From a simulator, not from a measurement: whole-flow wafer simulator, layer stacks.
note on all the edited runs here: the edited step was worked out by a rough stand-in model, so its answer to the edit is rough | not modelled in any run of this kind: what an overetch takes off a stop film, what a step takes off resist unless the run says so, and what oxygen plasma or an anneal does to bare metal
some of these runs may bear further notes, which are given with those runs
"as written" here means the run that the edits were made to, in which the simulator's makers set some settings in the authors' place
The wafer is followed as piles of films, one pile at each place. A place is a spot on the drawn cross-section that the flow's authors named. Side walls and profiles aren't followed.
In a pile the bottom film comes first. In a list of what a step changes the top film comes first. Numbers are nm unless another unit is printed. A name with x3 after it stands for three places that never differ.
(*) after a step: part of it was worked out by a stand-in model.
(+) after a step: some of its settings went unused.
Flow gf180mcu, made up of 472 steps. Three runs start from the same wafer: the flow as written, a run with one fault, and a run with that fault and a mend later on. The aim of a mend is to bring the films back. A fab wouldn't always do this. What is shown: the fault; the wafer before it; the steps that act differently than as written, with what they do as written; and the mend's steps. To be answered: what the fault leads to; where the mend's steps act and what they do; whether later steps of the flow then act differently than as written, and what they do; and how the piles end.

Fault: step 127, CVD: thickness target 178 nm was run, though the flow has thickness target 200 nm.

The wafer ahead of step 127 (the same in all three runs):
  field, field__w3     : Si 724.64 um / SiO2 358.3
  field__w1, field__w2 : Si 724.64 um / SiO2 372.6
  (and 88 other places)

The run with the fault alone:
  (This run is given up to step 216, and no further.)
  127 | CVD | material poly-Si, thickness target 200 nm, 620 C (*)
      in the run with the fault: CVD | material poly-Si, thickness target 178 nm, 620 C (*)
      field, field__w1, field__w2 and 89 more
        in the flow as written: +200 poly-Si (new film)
        in the run with the fault: +178 poly-Si (new film)
  Steps later in the flow that act otherwise than as written (16 more steps, not shown, differ only slightly: by at most 2% or 0.5 nm, whichever is larger):
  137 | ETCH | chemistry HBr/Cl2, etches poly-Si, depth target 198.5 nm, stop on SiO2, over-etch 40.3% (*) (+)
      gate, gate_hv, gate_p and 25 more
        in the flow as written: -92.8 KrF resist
        in the run with the fault: -82.9 KrF resist
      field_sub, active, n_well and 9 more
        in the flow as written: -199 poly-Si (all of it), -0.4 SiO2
        in the run with the fault: -177 poly-Si (all of it), -2.05 SiO2
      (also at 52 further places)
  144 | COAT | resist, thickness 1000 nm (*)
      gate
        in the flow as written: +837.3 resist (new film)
        in the run with the fault: +854.4 resist (new film)
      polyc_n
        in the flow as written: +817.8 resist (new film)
        in the run with the fault: +834.9 resist (new film)
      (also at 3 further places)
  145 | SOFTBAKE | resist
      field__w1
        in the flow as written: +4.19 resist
        in the run with the fault: +3.68 resist
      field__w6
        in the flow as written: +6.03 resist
        in the run with the fault: +5.26 resist
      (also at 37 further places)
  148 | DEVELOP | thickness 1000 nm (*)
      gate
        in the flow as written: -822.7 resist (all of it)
        in the run with the fault: -839.8 resist (all of it)
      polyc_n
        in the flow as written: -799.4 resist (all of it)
        in the run with the fault: -816.8 resist (all of it)
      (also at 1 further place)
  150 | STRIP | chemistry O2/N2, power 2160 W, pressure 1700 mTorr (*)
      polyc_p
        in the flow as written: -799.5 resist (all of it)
        in the run with the fault: -816.9 resist (all of it)
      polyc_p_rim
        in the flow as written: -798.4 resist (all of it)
        in the run with the fault: -816 resist (all of it)
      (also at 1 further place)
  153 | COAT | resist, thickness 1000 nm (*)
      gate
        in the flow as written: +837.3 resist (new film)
        in the run with the fault: +854.4 resist (new film)
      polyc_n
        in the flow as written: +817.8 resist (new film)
        in the run with the fault: +834.9 resist (new film)
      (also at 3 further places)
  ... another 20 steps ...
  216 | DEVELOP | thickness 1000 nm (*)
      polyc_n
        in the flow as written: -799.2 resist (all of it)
        in the run with the fault: -816.6 resist (all of it)
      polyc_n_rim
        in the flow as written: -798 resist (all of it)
        in the run with the fault: -815.6 resist (all of it)
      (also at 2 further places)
  Once step 216 is done, the piles at active, n_well, p_well and 51 more depart from the flow's by more than 2% or 0.5 nm, whichever is larger.
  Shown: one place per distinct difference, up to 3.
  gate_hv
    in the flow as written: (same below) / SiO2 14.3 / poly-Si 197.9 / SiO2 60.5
    in the run with the fault: (same below) / SiO2 14.3 / poly-Si 175.9 / SiO2 60.5
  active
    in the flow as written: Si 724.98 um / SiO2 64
    in the run with the fault: Si 724.98 um / SiO2 62.5
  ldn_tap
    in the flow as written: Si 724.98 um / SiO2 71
    in the run with the fault: Si 724.98 um / SiO2 69.4

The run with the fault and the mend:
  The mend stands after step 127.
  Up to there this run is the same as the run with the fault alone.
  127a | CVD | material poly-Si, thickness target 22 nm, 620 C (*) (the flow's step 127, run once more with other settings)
      field, field__w1, field__w2 and 89 more
        +22 poly-Si
  Later steps of the flow that are run all act as written at every place that is followed, up to a difference of at most 2% or 0.5 nm, whichever is larger.
  The piles end the same as the flow's at every place that both follow.
